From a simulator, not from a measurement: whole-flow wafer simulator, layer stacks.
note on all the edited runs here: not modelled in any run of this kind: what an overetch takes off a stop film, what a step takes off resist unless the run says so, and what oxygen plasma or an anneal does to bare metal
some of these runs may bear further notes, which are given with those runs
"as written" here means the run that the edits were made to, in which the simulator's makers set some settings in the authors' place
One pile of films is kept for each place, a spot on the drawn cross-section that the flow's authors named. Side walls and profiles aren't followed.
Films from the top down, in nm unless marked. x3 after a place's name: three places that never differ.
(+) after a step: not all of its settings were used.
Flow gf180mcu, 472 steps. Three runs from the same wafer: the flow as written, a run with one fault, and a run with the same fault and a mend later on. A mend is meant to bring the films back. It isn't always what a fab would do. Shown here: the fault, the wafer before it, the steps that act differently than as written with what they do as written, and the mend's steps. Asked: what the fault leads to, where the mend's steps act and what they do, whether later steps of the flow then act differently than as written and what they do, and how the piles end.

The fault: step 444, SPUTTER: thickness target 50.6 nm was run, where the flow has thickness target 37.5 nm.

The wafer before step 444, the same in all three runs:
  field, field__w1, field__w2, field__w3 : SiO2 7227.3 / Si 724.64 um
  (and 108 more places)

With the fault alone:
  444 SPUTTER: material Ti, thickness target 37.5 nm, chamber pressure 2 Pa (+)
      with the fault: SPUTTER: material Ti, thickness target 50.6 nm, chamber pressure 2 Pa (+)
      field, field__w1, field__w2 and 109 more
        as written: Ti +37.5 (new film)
        with the fault: Ti +50.6 (new film)
  Later steps of the flow that act differently than as written (4 more steps differ only slightly, by at most 2% or 0.5 nm, whichever is larger, and aren't shown):
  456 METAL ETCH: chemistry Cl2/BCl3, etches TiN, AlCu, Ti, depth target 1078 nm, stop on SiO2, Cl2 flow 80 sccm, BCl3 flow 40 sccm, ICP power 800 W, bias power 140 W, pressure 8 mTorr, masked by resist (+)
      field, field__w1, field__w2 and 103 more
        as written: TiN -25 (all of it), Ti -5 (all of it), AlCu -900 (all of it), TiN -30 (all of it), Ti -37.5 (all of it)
        with the fault: TiN -25 (all of it), Ti -5 (all of it), AlCu -900 (all of it), TiN -30 (all of it), Ti -50.6 (all of it)
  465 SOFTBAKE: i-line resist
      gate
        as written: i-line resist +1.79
        with the fault: i-line resist -0.27
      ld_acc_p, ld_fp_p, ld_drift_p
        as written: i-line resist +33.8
        with the fault: i-line resist +27.4
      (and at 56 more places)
  At the end the piles differ from the flow's by more than 2% or 0.5 nm, whichever is larger, at field__w8, contact, m1, m1__w1, pad, m1_nw.
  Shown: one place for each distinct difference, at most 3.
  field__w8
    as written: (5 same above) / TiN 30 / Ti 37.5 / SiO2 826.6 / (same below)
    with the fault: (5 same above) / TiN 30 / Ti 50.6 / SiO2 826.6 / (same below)
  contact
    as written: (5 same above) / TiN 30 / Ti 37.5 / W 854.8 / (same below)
    with the fault: (5 same above) / TiN 30 / Ti 50.6 / W 854.8 / (same below)
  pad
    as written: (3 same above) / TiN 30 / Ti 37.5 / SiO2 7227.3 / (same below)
    with the fault: (3 same above) / TiN 30 / Ti 50.6 / SiO2 7227.3 / (same below)

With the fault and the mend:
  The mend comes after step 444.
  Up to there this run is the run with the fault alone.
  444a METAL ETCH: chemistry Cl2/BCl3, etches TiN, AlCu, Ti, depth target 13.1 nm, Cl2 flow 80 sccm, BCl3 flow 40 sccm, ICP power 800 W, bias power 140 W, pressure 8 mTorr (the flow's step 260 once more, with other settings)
      field, field__w1, field__w2 and 109 more
        Ti -13.1
  No later step of the flow acts differently than as written at any place that is followed.
  At the end the piles are the same as the flow's at every place that both follow.
